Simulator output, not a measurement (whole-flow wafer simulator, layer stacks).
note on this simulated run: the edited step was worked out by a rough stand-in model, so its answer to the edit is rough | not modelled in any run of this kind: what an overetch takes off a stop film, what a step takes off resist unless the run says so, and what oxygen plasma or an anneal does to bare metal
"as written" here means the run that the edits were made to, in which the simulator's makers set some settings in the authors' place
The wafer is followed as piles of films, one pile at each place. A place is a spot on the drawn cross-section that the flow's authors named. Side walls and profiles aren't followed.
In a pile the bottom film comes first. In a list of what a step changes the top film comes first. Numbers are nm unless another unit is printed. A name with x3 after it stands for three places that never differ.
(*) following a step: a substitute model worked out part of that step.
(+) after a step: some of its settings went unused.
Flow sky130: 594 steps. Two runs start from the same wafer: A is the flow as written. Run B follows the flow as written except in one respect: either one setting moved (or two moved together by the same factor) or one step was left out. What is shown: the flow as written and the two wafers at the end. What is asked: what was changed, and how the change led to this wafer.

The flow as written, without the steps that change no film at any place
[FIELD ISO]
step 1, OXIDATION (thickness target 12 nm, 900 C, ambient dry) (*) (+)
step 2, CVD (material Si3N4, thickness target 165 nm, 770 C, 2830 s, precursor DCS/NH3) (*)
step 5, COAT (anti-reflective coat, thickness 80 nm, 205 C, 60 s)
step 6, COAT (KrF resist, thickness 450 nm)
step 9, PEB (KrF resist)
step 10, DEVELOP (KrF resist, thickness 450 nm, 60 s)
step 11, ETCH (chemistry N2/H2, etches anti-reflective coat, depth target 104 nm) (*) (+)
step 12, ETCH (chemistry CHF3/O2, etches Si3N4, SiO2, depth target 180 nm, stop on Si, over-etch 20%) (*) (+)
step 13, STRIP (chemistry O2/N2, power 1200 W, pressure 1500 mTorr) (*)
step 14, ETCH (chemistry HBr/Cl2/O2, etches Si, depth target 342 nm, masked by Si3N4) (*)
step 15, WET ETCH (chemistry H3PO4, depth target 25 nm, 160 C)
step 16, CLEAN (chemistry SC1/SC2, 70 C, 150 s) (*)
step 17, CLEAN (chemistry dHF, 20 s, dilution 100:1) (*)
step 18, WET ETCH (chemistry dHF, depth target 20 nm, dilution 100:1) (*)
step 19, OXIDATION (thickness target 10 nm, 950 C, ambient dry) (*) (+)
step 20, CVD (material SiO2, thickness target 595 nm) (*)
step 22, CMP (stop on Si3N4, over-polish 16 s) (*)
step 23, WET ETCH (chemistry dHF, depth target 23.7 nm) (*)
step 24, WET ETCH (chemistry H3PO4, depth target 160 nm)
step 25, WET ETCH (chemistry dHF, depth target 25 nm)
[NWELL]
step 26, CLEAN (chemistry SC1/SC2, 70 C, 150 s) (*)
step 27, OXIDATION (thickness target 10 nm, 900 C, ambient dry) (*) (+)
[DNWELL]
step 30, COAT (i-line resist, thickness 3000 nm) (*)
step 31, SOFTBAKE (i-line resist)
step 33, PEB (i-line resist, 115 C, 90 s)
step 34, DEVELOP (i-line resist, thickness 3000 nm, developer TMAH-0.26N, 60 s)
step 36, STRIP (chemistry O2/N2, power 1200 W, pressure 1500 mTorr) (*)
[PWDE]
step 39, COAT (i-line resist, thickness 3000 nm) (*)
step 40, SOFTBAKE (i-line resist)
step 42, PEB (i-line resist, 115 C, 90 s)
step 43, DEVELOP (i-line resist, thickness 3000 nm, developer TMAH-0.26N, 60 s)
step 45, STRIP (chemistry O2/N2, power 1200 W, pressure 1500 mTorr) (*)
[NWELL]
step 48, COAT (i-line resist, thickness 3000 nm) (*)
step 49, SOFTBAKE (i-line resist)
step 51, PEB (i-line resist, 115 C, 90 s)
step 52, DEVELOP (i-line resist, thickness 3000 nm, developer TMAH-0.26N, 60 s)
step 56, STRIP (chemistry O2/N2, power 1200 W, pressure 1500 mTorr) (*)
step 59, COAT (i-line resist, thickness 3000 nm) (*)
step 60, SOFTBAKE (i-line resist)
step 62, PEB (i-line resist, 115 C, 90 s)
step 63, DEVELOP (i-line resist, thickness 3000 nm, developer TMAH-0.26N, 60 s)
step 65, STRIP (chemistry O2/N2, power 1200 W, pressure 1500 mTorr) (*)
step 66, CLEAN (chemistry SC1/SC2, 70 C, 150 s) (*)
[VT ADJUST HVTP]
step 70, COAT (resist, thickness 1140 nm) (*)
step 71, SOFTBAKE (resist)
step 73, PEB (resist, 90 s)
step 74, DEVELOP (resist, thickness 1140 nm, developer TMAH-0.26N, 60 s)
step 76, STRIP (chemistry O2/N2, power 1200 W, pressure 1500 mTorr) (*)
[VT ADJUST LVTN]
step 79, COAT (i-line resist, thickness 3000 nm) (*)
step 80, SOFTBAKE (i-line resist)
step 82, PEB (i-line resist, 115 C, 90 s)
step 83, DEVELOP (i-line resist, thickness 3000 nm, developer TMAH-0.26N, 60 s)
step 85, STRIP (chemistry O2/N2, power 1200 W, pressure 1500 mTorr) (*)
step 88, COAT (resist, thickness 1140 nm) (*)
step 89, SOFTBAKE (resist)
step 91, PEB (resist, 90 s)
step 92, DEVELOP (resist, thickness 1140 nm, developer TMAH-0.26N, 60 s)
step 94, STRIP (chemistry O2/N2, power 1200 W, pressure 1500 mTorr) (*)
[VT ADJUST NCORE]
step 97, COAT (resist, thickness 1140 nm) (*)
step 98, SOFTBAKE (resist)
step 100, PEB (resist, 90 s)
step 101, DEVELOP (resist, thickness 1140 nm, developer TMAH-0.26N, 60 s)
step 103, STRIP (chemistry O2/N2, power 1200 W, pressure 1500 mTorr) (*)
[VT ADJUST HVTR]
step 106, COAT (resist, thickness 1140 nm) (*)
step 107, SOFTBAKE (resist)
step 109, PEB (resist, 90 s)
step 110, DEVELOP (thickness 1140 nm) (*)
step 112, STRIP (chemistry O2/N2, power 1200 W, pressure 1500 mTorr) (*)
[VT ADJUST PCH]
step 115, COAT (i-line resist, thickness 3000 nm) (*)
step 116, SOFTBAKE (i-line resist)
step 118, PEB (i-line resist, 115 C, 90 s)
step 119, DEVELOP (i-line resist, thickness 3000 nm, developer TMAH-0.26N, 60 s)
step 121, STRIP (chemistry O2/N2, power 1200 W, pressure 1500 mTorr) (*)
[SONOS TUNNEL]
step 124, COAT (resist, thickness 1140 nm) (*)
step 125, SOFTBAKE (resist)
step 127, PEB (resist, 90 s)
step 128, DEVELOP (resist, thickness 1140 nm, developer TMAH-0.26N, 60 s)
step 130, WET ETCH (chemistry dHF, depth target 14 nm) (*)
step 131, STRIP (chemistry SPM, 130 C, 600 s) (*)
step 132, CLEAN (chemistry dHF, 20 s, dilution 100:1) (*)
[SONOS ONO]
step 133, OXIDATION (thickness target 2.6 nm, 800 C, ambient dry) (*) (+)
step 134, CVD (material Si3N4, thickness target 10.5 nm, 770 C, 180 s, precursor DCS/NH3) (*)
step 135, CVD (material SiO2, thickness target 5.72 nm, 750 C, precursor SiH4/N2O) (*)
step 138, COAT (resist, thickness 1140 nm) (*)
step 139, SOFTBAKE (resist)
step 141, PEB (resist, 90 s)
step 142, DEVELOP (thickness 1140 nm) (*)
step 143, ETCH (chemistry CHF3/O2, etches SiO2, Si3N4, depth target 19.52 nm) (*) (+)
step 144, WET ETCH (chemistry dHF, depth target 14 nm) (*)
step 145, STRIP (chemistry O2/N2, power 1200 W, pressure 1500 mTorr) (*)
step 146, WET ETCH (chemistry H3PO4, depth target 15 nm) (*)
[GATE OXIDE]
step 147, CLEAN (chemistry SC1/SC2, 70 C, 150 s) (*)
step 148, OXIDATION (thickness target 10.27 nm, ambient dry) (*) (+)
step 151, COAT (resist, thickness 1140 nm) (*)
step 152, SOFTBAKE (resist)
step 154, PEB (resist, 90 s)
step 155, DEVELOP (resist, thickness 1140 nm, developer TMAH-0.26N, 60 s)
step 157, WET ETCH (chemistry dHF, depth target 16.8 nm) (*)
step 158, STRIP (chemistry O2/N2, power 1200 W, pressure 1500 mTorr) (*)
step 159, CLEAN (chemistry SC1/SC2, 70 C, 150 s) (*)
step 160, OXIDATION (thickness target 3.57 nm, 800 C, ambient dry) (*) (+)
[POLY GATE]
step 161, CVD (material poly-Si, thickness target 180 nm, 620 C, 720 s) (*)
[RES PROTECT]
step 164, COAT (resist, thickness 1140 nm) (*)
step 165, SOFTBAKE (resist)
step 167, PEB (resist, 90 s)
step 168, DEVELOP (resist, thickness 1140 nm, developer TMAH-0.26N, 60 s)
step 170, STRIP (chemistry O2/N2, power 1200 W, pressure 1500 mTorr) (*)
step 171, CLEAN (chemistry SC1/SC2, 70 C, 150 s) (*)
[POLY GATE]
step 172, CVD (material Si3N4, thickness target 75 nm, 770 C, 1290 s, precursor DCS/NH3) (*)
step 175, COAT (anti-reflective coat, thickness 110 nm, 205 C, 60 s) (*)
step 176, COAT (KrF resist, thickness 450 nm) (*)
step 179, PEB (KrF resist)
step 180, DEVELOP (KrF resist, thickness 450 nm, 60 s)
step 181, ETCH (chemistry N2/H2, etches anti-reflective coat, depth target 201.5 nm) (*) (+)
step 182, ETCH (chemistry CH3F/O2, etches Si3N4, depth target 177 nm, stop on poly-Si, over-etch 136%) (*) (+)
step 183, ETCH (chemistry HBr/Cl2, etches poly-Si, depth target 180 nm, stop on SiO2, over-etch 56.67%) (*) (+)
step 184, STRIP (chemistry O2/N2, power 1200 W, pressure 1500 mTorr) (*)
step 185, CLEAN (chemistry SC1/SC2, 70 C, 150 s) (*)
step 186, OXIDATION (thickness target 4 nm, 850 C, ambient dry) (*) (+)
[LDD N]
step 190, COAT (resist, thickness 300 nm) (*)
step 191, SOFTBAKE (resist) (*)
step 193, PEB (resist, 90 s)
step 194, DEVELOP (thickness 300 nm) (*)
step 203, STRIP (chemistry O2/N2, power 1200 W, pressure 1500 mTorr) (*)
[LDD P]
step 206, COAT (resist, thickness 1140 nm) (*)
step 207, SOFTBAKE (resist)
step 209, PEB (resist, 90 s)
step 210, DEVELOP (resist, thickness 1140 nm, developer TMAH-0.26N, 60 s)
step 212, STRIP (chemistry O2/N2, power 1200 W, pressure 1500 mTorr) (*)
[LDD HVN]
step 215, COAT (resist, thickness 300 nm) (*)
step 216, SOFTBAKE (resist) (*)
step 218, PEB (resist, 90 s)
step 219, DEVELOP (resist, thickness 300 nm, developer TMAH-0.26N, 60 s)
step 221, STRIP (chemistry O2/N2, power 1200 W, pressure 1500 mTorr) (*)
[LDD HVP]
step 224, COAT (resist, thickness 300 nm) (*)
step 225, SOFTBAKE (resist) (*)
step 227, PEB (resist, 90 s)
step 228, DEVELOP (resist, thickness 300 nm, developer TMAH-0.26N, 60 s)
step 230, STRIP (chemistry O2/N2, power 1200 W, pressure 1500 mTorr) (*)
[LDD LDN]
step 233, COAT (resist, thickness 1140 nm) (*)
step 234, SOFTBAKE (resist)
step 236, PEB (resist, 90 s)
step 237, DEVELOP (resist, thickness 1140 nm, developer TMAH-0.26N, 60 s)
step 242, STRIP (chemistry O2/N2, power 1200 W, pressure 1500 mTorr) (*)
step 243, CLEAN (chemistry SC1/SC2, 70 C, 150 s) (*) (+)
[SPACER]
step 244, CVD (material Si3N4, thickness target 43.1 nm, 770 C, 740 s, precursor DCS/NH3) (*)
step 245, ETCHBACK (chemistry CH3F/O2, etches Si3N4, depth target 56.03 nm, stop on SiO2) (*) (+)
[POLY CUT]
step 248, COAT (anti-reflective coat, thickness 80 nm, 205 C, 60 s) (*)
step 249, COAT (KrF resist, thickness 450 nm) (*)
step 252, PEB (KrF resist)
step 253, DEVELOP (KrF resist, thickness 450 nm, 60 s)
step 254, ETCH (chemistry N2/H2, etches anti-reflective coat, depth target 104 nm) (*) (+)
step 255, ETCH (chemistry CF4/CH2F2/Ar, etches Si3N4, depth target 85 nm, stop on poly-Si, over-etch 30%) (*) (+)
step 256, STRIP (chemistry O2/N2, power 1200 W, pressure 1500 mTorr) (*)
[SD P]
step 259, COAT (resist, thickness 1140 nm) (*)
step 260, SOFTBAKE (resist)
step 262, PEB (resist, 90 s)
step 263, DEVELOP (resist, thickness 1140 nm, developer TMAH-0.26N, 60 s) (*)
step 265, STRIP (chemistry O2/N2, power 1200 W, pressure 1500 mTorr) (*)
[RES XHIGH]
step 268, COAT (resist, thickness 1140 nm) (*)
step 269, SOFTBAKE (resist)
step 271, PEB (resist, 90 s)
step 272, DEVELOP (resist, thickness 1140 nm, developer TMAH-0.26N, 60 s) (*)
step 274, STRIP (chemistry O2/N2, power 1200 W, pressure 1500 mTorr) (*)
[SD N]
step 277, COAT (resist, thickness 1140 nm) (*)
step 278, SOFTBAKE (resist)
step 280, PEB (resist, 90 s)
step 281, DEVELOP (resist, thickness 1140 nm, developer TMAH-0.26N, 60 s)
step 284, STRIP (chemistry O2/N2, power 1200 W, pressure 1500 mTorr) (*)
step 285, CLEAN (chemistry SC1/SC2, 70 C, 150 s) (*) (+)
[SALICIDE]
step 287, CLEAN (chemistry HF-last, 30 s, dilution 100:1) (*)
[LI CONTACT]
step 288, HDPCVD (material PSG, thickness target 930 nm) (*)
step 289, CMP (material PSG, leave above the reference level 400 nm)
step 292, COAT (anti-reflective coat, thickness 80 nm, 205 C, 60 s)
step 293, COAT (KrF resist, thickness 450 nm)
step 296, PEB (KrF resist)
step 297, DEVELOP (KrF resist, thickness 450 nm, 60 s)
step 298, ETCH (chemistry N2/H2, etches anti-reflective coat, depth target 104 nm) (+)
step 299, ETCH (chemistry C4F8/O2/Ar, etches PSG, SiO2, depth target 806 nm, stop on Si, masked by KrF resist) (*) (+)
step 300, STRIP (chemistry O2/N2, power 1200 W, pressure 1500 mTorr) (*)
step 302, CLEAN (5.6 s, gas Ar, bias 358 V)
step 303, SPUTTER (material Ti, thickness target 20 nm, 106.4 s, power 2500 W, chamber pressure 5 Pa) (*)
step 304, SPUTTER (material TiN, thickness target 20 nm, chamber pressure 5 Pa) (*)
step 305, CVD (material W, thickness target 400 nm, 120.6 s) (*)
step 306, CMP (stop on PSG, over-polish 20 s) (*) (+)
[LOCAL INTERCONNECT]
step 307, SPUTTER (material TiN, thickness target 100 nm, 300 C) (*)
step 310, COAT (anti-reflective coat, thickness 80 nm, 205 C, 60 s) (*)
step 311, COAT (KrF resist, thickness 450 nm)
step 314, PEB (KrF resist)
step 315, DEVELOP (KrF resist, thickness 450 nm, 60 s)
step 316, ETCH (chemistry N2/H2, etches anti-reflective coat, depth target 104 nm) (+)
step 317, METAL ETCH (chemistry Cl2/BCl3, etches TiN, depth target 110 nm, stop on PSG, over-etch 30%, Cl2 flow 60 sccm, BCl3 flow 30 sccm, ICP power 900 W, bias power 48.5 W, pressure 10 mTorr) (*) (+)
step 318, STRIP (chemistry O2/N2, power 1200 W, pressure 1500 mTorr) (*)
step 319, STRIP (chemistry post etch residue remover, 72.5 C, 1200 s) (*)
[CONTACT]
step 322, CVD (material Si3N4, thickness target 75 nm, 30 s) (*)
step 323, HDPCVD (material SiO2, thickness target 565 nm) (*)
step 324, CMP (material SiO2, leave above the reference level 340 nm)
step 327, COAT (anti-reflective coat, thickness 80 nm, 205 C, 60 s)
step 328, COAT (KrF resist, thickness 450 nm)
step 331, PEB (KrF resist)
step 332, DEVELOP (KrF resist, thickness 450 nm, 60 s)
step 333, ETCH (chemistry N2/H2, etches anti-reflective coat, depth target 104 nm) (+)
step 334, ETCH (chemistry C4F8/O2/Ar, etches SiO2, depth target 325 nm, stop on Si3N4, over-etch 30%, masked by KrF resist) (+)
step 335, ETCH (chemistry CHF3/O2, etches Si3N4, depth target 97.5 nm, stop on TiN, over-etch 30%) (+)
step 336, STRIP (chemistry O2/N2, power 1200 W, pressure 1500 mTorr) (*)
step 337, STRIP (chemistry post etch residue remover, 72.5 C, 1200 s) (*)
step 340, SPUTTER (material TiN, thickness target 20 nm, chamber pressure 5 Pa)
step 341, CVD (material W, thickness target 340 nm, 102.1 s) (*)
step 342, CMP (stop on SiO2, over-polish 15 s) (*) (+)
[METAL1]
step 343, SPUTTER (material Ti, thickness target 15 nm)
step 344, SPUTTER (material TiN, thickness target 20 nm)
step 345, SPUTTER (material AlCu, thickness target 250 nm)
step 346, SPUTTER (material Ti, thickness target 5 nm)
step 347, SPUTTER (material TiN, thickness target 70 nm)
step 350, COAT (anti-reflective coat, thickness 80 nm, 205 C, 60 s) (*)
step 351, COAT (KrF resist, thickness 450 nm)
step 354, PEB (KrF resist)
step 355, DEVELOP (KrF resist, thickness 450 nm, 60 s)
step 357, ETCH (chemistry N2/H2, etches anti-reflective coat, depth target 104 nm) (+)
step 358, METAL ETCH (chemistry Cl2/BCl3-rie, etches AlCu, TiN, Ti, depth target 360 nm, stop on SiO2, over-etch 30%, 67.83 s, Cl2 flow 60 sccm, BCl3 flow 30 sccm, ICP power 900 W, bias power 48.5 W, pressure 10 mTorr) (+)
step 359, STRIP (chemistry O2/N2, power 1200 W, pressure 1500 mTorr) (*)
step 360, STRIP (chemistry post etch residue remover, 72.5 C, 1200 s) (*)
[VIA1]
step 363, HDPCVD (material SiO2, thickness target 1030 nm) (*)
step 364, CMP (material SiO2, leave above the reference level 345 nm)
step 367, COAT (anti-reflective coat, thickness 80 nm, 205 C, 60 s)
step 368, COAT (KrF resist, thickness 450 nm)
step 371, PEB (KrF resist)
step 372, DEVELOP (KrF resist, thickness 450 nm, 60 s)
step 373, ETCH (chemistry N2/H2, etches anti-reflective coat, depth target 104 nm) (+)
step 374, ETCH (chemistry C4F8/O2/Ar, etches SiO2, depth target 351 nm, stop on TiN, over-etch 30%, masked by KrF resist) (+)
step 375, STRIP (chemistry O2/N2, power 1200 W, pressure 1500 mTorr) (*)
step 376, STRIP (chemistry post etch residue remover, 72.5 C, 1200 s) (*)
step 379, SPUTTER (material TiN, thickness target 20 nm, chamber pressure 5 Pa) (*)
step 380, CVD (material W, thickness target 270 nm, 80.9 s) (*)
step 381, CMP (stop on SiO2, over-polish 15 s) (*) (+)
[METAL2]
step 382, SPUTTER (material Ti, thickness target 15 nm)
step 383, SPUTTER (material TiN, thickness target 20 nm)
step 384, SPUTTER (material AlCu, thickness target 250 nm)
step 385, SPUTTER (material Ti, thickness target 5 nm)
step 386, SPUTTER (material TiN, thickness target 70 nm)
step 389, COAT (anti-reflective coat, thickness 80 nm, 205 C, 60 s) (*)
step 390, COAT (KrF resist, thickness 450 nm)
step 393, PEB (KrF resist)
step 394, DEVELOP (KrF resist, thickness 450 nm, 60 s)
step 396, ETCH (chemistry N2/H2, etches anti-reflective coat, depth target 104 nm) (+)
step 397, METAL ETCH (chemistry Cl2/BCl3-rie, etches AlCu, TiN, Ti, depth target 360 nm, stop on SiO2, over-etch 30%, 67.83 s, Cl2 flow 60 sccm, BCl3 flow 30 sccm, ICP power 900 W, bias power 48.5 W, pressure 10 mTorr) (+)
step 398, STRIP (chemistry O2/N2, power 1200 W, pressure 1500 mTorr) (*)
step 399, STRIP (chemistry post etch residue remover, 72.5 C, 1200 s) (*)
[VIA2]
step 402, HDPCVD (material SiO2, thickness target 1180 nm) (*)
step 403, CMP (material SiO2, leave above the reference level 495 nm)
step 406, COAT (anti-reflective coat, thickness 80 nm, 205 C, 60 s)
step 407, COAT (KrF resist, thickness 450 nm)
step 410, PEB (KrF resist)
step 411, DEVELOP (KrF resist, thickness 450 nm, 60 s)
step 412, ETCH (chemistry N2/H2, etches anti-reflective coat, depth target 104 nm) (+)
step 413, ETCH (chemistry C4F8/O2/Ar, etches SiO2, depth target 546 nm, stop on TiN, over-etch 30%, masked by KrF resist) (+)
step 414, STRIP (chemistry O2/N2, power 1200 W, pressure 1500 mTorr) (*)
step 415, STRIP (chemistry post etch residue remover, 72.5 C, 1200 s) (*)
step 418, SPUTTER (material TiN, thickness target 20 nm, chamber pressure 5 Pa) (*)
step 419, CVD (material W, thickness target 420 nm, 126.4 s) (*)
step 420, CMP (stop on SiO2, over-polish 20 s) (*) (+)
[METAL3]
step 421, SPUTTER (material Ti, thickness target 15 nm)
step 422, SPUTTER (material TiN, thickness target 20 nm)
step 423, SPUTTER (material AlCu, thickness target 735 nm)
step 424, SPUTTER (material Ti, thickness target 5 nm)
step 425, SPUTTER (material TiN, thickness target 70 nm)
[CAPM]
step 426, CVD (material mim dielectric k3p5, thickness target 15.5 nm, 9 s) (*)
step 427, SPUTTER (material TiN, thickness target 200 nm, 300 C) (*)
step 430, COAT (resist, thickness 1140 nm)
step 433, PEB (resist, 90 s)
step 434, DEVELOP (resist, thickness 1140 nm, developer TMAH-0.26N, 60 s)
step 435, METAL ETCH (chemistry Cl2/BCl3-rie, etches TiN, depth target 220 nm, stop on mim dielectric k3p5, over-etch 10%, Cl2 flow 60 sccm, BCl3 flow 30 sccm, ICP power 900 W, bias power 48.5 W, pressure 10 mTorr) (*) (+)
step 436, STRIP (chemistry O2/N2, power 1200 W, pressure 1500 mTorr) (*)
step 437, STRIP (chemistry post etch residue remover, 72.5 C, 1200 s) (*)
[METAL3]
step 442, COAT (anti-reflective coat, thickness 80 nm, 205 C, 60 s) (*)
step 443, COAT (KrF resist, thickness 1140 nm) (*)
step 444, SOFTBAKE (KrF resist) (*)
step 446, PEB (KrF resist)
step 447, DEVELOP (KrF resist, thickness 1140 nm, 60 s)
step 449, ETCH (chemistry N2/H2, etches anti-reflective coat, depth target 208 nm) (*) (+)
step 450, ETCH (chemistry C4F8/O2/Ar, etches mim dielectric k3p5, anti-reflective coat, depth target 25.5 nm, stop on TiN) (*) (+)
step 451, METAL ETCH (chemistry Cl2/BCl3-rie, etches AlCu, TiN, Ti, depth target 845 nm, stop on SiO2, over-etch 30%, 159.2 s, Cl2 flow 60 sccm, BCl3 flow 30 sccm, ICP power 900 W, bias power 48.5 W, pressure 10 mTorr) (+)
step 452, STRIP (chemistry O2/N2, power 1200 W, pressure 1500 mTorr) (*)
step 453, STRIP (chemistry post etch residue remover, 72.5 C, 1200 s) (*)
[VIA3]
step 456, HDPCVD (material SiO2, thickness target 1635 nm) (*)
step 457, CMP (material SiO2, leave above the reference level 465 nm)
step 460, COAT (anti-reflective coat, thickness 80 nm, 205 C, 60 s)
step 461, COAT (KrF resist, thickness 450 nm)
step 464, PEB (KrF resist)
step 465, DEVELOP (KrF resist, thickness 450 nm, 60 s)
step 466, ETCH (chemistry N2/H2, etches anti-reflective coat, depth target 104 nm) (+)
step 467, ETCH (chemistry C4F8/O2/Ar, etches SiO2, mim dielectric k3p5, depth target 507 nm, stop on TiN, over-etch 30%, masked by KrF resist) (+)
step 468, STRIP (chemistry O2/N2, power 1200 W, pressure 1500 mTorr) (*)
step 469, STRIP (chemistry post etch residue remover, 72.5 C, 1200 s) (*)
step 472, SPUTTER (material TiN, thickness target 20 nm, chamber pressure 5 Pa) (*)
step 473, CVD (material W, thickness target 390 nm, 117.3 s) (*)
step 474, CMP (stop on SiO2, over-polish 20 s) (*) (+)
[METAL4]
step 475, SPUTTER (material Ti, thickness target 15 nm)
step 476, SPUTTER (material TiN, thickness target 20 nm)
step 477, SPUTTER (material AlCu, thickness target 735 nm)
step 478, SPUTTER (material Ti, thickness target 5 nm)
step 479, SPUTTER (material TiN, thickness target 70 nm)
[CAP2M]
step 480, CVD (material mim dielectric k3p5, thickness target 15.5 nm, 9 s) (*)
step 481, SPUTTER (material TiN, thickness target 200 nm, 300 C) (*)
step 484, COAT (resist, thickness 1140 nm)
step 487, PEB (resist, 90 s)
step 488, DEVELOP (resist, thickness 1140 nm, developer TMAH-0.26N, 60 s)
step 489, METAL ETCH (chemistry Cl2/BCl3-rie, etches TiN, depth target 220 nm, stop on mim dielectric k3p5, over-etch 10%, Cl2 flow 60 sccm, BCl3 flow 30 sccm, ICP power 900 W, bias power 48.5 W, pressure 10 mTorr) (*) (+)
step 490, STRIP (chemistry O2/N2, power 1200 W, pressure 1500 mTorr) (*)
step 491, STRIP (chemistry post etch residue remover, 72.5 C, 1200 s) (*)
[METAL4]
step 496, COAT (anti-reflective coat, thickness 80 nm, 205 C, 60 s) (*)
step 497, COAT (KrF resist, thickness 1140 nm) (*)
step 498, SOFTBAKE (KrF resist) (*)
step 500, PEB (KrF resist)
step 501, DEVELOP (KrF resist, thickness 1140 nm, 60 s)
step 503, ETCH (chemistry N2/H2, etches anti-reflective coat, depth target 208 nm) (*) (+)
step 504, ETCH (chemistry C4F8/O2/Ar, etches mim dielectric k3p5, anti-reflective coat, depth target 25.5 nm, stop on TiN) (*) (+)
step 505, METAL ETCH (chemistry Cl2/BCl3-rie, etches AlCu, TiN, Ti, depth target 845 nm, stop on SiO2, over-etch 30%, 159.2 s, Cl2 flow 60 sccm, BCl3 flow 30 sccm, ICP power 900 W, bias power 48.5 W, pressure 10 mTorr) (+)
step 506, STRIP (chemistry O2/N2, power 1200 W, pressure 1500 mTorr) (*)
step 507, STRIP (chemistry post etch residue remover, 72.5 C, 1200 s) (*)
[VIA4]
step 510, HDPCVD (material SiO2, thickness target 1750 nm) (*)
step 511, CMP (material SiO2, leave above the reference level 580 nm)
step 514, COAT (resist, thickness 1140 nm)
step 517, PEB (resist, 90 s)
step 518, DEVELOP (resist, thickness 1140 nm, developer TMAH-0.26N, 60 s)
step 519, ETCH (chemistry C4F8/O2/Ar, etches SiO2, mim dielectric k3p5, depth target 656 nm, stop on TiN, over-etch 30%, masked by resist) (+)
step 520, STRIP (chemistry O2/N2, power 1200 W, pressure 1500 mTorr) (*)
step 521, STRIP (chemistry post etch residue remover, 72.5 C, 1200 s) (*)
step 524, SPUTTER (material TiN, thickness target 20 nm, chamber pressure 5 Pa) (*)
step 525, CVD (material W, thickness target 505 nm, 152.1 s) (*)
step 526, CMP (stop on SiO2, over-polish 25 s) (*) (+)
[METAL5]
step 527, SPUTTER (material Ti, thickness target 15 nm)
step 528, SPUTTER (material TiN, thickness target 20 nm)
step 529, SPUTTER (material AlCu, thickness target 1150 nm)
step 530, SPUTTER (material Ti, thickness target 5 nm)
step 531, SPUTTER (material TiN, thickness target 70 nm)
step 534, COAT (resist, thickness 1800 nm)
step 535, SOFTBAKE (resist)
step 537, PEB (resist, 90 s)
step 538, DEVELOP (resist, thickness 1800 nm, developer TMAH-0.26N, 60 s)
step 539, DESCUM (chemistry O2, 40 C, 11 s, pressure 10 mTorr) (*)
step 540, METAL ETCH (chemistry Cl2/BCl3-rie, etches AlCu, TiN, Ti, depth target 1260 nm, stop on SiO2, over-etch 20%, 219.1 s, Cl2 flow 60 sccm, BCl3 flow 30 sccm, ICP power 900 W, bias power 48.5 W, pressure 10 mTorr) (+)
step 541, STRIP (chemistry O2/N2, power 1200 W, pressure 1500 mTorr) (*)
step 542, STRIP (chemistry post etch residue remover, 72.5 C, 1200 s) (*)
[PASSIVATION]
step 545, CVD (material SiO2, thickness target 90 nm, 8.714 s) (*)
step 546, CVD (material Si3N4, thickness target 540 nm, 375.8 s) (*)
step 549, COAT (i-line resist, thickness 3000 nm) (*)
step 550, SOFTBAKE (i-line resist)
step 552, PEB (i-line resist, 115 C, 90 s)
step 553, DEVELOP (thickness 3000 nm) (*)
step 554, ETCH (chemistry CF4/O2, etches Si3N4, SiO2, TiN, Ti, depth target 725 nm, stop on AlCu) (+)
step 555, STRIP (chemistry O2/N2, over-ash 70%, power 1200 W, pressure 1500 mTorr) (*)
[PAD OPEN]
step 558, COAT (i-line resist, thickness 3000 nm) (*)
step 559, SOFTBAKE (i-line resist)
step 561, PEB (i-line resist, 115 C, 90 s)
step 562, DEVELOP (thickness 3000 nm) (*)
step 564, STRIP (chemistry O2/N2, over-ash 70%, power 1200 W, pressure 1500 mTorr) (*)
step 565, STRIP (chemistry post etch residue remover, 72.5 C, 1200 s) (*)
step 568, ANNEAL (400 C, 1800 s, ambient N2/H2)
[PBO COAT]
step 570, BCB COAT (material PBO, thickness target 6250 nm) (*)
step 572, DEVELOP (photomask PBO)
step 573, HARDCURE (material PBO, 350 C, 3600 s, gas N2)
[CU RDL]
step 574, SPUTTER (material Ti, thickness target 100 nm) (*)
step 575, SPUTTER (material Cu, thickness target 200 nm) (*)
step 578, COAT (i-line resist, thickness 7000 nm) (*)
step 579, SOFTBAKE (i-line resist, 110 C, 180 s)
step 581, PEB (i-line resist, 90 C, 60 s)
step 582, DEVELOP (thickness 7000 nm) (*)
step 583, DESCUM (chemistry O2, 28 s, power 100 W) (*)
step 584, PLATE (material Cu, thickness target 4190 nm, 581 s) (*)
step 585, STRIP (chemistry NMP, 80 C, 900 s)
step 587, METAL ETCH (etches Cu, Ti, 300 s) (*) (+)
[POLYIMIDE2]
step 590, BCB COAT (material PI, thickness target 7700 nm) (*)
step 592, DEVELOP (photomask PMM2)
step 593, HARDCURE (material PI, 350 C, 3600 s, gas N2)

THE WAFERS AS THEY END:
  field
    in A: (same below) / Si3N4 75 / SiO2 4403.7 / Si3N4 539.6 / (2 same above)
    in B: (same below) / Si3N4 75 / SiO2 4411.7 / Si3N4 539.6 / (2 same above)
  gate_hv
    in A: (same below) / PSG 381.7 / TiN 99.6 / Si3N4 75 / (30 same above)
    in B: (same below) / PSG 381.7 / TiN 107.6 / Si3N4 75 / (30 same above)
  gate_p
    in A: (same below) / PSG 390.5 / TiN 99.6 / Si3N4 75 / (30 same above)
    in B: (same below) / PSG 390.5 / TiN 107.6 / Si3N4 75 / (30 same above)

Cause: step 307, SPUTTER: thickness target 108 nm was run, while the flow as written has thickness target 100 nm.

The path from the change to this, step by step:
  step 307, SPUTTER (material TiN, thickness target 100 nm, 300 C) (*)
      field, active, n_well and 188 more: A +100 TiN (new film) | B +108 TiN (new film)
  step 317, METAL ETCH (chemistry Cl2/BCl3, etches TiN, depth target 110 nm, stop on PSG, over-etch 30%, Cl2 flow 60 sccm, BCl3 flow 30 sccm, ICP power 900 W, bias power 48.5 W, pressure 10 mTorr) (*) (+)
      field, active, gate and 88 more: A -98.7 TiN (all of it) | B -106.7 TiN (all of it)
  step 324, CMP (material SiO2, leave above the reference level 340 nm)
      field, active, gate and 88 more: A -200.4 SiO2 | B -192.4 SiO2
